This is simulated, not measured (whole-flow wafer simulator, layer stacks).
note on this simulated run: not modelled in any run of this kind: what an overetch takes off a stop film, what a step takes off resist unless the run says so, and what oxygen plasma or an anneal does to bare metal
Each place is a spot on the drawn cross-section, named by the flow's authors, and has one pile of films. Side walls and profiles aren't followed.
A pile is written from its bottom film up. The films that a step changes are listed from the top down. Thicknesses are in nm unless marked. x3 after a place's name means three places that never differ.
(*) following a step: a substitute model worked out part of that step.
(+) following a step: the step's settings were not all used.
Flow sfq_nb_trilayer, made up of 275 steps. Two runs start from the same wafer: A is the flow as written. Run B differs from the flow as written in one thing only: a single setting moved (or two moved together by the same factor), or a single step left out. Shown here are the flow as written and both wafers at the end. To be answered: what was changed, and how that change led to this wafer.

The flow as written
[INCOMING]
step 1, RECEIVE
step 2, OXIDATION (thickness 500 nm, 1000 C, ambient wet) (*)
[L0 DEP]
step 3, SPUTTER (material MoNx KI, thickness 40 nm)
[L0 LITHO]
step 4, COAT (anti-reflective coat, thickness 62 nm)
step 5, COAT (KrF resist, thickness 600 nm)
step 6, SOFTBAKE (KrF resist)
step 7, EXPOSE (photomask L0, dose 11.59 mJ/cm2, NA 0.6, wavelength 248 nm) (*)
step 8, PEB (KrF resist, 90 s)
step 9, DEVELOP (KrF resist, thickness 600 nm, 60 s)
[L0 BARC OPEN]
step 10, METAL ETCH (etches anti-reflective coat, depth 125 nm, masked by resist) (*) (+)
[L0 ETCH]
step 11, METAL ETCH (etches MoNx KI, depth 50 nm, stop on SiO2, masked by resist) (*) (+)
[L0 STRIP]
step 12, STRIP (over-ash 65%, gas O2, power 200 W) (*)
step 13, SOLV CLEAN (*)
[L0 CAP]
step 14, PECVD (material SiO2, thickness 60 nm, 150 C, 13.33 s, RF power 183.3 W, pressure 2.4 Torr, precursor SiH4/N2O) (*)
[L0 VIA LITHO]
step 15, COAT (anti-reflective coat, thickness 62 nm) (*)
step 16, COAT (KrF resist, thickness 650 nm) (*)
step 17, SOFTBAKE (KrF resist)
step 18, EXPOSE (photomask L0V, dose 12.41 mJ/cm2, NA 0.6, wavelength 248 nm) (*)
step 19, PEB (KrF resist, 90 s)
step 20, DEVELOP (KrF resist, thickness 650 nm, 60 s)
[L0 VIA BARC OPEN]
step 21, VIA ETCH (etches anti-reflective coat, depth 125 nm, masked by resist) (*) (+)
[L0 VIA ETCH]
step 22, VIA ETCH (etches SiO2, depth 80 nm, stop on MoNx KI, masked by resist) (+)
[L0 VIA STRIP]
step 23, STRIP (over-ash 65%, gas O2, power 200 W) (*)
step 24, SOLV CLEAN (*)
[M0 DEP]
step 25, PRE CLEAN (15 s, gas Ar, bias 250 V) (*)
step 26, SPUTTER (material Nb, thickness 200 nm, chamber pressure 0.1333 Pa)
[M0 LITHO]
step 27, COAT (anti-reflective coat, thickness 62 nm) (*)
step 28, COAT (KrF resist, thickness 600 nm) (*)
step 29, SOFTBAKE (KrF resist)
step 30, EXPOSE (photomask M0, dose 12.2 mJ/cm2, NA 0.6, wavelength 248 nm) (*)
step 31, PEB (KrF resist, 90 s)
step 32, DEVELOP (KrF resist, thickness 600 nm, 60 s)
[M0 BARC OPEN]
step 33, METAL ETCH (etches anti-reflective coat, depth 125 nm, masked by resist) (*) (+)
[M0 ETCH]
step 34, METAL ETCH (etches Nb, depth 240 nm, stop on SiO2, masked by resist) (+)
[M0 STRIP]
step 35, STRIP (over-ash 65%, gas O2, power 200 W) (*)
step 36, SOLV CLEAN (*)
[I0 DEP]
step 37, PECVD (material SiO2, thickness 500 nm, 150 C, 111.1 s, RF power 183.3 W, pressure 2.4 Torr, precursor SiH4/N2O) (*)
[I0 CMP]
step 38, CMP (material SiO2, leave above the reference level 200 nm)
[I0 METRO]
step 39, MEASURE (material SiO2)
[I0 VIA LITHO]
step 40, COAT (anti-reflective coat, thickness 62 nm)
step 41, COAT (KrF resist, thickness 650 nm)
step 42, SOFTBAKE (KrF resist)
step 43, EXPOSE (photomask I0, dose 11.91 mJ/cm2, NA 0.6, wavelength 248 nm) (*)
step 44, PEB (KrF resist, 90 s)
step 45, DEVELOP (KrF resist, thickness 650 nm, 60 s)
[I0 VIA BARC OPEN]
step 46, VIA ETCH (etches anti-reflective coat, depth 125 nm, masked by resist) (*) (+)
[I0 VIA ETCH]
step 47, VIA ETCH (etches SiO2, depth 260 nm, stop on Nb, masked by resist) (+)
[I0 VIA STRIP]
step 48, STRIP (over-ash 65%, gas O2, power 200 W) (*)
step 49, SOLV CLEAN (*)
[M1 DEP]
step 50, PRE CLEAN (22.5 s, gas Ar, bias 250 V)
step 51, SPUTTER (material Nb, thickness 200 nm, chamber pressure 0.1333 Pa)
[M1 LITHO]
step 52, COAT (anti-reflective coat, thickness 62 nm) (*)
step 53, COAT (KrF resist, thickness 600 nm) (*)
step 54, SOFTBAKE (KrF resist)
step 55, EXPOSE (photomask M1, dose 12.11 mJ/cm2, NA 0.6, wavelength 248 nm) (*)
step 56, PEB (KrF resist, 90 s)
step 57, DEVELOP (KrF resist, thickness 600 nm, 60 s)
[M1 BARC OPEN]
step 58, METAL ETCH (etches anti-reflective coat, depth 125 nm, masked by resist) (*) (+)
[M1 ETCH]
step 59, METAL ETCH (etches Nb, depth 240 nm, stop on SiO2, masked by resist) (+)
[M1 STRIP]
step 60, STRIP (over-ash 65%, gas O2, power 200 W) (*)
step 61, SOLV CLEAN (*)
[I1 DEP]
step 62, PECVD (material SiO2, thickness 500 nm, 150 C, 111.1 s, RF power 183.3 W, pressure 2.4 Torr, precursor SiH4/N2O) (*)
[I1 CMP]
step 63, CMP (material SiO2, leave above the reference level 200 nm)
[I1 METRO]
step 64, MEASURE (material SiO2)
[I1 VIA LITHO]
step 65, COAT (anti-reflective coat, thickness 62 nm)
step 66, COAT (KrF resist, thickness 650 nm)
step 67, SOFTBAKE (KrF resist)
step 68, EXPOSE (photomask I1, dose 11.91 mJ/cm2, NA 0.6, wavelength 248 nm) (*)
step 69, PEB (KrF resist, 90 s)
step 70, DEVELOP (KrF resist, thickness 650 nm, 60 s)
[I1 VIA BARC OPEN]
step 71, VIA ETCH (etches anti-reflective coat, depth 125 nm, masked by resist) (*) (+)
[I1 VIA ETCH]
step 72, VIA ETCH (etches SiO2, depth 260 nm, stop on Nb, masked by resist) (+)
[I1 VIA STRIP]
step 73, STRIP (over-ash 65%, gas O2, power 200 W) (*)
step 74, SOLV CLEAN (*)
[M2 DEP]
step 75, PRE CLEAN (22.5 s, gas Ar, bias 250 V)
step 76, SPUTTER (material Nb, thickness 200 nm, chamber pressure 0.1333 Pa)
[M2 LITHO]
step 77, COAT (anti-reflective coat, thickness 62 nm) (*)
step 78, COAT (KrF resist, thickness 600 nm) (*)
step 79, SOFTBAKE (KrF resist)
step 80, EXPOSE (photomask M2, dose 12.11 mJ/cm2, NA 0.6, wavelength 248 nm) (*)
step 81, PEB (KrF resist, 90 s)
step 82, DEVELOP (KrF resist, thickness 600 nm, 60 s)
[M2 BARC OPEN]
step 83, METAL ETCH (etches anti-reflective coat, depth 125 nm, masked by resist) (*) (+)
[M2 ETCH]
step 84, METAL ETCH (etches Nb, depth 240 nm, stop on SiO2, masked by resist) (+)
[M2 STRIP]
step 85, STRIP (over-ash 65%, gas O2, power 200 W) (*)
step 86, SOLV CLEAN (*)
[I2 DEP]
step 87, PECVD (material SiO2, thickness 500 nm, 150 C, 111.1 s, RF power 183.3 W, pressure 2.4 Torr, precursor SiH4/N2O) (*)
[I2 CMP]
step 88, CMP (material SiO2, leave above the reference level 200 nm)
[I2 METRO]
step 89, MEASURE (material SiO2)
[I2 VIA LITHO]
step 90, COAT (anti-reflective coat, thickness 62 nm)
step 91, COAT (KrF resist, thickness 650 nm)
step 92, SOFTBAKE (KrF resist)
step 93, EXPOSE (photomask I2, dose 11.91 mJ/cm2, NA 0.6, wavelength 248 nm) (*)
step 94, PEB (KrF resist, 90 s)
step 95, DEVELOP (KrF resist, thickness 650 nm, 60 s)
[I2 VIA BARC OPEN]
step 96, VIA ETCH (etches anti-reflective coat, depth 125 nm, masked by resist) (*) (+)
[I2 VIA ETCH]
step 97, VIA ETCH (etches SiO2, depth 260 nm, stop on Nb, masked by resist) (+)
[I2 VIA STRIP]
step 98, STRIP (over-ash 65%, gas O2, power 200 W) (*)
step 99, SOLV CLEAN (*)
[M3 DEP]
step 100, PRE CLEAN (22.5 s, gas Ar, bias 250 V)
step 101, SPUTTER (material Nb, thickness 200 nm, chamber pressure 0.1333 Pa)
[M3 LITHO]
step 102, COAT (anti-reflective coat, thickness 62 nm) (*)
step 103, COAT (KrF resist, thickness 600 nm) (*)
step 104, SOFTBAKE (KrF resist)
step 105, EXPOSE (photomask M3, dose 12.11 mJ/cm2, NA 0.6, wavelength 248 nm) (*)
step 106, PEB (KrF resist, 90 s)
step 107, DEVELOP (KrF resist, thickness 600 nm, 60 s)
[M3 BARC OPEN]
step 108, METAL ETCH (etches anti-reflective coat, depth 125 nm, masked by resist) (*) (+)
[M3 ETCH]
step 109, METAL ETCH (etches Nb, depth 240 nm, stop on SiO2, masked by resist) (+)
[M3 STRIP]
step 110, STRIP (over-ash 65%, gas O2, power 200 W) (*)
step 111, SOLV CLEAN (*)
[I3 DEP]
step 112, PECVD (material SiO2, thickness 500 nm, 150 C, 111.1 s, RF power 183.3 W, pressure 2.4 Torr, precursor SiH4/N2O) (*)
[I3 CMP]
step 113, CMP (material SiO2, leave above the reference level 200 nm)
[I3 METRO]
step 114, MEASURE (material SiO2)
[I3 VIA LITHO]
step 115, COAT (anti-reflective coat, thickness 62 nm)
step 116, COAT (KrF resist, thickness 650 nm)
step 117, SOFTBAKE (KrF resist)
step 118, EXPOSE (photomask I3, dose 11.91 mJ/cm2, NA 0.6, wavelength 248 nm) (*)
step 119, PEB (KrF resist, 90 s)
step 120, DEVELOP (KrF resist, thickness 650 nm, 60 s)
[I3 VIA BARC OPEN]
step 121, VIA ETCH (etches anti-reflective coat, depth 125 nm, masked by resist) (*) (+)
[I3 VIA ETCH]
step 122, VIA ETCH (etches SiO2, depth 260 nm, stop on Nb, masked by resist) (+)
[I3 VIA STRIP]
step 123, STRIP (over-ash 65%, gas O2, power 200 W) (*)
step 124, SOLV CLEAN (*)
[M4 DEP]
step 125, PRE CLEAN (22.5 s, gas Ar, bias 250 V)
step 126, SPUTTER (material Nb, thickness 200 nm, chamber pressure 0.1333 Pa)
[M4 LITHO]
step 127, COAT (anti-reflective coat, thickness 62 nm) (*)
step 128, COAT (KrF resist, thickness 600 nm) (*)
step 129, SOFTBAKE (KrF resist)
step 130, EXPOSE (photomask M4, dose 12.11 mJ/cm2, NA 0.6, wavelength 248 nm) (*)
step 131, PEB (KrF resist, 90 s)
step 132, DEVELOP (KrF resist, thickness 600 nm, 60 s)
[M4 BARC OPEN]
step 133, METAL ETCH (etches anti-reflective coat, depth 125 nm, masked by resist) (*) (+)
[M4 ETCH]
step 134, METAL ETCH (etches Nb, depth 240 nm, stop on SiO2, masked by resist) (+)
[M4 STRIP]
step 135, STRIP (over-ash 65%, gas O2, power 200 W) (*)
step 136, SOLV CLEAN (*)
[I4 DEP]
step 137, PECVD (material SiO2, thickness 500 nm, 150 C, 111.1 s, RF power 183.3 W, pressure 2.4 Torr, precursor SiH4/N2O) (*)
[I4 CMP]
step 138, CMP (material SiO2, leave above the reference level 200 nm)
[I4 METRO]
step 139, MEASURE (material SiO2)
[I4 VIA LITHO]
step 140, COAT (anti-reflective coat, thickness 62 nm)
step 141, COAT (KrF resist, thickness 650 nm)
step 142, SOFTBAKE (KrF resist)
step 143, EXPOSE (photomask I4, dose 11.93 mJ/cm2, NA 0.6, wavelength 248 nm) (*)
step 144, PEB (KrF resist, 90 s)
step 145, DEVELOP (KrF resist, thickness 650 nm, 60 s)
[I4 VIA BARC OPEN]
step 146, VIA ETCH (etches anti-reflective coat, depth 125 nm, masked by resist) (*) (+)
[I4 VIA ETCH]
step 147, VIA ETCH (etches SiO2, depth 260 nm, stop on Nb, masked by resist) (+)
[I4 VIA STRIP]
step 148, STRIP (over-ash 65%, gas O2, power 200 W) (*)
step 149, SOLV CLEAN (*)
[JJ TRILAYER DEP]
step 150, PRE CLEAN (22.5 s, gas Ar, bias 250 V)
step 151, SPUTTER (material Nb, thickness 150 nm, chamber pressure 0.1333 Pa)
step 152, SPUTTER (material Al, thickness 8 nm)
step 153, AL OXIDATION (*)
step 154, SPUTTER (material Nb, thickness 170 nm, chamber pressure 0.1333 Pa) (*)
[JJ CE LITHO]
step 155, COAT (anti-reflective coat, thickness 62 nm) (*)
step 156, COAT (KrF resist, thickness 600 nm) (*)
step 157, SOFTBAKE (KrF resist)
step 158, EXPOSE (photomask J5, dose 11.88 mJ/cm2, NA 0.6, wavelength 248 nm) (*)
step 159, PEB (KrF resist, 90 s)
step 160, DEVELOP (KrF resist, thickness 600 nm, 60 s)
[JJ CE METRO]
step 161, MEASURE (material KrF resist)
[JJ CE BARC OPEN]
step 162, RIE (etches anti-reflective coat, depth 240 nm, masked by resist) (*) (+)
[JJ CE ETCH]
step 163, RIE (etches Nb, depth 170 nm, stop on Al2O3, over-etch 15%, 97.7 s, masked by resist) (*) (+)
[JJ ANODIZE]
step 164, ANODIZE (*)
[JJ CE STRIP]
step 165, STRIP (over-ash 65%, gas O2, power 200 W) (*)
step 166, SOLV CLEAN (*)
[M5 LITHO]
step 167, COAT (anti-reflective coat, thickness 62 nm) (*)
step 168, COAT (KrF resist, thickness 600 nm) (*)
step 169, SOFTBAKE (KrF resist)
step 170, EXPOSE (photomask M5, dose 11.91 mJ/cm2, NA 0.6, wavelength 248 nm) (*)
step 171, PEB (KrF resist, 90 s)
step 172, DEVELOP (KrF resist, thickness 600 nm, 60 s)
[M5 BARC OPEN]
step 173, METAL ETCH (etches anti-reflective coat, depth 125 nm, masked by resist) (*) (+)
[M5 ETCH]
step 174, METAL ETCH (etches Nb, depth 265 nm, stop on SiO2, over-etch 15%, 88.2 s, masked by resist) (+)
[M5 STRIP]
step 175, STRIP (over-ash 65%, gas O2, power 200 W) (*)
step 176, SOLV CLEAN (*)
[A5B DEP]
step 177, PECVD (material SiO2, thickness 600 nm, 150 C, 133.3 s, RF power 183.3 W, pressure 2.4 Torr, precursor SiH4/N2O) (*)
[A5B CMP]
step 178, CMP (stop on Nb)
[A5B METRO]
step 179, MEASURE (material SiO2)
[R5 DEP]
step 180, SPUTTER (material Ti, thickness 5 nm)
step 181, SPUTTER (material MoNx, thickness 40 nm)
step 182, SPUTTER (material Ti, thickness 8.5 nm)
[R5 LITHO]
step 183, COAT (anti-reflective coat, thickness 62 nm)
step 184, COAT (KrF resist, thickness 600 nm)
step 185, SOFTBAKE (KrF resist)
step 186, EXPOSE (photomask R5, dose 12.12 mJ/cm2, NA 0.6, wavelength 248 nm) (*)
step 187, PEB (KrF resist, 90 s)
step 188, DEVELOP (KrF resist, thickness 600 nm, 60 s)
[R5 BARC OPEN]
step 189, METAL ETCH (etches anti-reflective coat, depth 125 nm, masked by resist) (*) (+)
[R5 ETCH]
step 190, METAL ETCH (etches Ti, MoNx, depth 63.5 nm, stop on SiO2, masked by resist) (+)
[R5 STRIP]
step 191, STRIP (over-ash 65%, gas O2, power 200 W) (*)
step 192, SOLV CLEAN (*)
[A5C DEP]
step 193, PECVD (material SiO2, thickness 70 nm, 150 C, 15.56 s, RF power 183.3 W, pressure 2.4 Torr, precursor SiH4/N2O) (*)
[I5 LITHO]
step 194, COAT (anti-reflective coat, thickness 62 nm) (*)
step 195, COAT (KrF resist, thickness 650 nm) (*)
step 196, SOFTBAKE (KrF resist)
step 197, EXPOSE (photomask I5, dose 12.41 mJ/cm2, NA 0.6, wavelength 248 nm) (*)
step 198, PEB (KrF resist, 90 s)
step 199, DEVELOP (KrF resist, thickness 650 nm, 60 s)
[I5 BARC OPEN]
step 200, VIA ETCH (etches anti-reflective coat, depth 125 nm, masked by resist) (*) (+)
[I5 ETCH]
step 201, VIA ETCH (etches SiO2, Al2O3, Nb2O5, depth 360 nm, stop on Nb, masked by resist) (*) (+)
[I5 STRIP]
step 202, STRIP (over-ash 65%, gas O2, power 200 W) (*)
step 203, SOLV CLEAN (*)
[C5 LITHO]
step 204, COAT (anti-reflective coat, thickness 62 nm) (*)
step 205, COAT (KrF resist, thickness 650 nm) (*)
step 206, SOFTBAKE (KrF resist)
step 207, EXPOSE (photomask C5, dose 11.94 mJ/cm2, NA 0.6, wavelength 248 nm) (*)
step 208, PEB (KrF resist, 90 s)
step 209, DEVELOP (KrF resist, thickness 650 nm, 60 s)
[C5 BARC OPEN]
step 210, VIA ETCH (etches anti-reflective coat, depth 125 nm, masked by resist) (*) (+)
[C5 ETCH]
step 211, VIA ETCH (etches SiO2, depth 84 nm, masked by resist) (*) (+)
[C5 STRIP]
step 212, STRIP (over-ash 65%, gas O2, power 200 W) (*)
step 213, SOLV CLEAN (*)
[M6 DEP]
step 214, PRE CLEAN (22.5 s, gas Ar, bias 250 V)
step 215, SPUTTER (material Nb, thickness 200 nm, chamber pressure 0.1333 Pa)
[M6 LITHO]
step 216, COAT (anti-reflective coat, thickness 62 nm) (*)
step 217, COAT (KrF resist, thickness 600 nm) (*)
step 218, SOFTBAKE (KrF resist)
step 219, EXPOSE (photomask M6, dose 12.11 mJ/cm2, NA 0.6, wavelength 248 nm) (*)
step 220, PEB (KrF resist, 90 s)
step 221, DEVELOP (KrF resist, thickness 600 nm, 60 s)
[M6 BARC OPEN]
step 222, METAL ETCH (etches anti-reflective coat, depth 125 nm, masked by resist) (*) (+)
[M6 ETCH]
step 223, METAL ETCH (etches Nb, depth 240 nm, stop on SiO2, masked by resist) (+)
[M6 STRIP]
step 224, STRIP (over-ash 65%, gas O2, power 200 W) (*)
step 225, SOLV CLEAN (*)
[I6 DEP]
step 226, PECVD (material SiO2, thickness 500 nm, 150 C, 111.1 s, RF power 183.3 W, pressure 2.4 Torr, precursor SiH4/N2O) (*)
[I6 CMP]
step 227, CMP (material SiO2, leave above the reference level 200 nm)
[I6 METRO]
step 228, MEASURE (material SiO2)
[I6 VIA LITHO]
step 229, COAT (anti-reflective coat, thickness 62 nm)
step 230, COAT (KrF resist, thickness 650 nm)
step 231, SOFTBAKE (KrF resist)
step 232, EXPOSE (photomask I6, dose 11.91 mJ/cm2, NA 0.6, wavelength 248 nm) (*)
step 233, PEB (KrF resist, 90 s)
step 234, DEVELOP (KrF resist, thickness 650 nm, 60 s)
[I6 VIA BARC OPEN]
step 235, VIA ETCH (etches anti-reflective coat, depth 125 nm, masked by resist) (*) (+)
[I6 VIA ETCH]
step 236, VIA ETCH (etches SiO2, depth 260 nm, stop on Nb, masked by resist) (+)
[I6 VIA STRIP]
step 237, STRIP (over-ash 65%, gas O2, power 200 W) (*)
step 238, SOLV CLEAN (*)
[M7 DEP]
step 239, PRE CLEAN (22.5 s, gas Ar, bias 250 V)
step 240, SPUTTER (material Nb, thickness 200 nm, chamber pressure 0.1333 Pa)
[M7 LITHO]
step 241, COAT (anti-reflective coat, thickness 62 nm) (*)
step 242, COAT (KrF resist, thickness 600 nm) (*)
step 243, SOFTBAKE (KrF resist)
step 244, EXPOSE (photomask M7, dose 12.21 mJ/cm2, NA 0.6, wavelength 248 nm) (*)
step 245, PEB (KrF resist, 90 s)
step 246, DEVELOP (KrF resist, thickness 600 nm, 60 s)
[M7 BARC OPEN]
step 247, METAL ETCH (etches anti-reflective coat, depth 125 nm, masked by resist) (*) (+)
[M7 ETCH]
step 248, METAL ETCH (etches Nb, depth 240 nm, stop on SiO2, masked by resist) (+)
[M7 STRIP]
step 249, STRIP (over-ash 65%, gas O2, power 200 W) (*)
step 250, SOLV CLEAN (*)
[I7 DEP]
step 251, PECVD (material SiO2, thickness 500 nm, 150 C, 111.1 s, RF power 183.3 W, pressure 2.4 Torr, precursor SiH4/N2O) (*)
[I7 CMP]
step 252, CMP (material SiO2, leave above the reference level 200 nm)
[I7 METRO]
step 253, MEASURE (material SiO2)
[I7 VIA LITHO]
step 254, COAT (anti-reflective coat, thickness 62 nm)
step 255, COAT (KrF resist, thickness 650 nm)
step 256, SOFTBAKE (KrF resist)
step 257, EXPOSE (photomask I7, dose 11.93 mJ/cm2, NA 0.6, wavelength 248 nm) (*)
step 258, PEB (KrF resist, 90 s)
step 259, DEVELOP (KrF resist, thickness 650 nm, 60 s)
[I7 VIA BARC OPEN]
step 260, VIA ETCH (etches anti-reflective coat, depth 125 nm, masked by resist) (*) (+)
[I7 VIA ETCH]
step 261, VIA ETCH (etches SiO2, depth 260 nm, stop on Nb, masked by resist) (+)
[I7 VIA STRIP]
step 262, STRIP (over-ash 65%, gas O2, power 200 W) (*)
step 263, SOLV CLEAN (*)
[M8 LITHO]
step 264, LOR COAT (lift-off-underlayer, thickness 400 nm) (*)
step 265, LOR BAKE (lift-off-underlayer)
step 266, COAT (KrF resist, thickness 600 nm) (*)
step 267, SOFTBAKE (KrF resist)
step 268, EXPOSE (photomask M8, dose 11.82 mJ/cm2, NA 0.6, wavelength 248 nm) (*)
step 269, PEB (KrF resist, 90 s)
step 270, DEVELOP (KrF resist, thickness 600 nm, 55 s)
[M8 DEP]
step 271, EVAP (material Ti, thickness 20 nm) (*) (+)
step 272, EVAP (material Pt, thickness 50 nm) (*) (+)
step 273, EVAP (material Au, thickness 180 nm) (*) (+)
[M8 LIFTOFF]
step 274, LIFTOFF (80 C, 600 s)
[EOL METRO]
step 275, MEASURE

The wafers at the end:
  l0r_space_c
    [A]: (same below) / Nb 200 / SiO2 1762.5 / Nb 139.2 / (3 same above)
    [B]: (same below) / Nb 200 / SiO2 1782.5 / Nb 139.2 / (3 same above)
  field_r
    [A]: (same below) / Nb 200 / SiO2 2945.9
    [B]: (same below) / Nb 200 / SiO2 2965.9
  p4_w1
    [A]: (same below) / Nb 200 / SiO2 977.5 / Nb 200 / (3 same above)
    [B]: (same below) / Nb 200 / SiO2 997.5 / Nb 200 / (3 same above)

What caused this: step 38, CMP: leave above the reference level 220 nm was run, though the flow has leave above the reference level 200 nm.

Step by step, how the change led to this:
  step 38, CMP (material SiO2, leave above the reference level 200 nm)
      v_sur, via_wl, via_w and 94 more: A SiO2 loses 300 | B SiO2 loses 280
      field_l, l0_sur, l0r_line_l, l0r_line_c, l0r_line_r: A SiO2 loses 340 | B SiO2 loses 320
      (also at 4 further places)
  step 47, VIA ETCH (etches SiO2, depth 260 nm, stop on Nb, masked by resist) (+)
      via_w: A SiO2 loses 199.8 (all of it) | B SiO2 loses 219.8 (all of it)
  step 51, SPUTTER (material Nb, thickness 200 nm, chamber pressure 0.1333 Pa)
      via_w: A Nb gains 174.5 | B Nb gains 170.8
  step 52, COAT (anti-reflective coat, thickness 62 nm) (*)
      via_w: A anti-reflective coat gains 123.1 (new film) | B anti-reflective coat gains 127.2 (new film)
      via_wr: A anti-reflective coat gains 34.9 (new film) | B anti-reflective coat gains 33.7 (new film)
  step 53, COAT (KrF resist, thickness 600 nm) (*)
      via_w: A KrF resist gains 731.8 (new film) | B KrF resist gains 748.1 (new film)
  step 60, STRIP (over-ash 65%, gas O2, power 200 W) (*)
      via_w: A KrF resist loses 513.8 (all of it), anti-reflective coat loses 123.1 (all of it) | B KrF resist loses 530.1 (all of it), anti-reflective coat loses 127.2 (all of it)
      via_wr: A KrF resist loses 384.4 (all of it), anti-reflective coat loses 34.9 (all of it) | B KrF resist loses 383.1 (all of it), anti-reflective coat loses 33.7 (all of it)
  step 62, PECVD (material SiO2, thickness 500 nm, 150 C, 111.1 s, RF power 183.3 W, pressure 2.4 Torr, precursor SiH4/N2O) (*)
      via_w: A SiO2 gains 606 (new film) | B SiO2 gains 629.8 (new film)
